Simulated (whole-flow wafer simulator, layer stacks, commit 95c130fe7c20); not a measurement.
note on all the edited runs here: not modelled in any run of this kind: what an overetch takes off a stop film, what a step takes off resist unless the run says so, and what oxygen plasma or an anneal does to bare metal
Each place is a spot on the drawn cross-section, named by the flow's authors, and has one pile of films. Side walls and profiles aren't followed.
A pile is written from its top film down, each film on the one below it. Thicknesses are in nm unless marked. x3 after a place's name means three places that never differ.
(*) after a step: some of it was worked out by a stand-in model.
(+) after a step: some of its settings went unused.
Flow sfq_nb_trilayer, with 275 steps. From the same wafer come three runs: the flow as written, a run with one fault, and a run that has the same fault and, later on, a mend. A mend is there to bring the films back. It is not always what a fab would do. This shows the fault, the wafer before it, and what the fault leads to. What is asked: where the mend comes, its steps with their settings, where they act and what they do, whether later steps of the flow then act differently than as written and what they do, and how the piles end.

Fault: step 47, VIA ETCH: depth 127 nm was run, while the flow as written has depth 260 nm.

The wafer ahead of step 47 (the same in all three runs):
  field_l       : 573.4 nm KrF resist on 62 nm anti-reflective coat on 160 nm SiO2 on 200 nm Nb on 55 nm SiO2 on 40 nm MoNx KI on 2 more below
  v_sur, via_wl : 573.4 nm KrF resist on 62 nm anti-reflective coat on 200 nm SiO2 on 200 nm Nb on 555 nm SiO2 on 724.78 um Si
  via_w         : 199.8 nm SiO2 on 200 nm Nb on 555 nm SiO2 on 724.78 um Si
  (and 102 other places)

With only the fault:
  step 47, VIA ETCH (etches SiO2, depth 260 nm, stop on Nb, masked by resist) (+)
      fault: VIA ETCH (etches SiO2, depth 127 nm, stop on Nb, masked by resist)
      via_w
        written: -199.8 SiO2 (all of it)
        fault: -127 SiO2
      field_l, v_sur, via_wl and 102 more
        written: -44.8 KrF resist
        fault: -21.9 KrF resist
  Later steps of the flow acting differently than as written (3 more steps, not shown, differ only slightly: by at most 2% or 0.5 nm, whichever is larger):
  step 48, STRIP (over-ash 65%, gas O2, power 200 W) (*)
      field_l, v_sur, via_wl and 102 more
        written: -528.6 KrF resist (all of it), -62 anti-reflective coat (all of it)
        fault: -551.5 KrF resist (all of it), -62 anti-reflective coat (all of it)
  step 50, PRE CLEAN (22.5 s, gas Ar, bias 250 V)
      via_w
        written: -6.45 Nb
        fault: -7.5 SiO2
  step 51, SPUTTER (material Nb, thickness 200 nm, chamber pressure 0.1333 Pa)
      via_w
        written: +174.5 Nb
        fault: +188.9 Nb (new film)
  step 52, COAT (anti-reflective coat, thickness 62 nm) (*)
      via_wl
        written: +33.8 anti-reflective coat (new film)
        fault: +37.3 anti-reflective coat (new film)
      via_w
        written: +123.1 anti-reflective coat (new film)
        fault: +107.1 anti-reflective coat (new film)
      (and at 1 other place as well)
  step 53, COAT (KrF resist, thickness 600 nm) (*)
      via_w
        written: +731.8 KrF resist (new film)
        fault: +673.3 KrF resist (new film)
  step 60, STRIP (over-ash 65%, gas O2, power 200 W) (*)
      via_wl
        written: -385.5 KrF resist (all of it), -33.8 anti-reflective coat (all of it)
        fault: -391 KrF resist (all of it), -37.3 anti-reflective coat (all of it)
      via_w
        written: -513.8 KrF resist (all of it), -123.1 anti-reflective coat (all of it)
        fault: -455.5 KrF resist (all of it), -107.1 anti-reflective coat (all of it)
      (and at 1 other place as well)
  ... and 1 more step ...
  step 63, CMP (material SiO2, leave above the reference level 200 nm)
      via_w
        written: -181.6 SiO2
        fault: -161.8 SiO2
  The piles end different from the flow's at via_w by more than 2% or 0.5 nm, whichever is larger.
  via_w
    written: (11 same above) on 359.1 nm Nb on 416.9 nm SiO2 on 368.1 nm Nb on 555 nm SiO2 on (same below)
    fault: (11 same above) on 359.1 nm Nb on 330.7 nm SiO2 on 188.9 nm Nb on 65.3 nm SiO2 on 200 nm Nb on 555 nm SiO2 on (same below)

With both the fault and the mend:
  The mend follows step 47.
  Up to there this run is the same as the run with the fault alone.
  step 47a, VIA ETCH (etches SiO2, depth 133 nm, stop on Nb, masked by resist) (+) (the flow's step 47 again, with other settings)
      field_l, v_sur, via_wl and 102 more
        -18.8 KrF resist
      via_w
        -72.8 SiO2 (all of it)
  Every later step of the flow that is run acts as written, at every place that is followed, to within 2% or 0.5 nm, whichever is larger.
  The piles end the same as the flow's at every place that both follow.
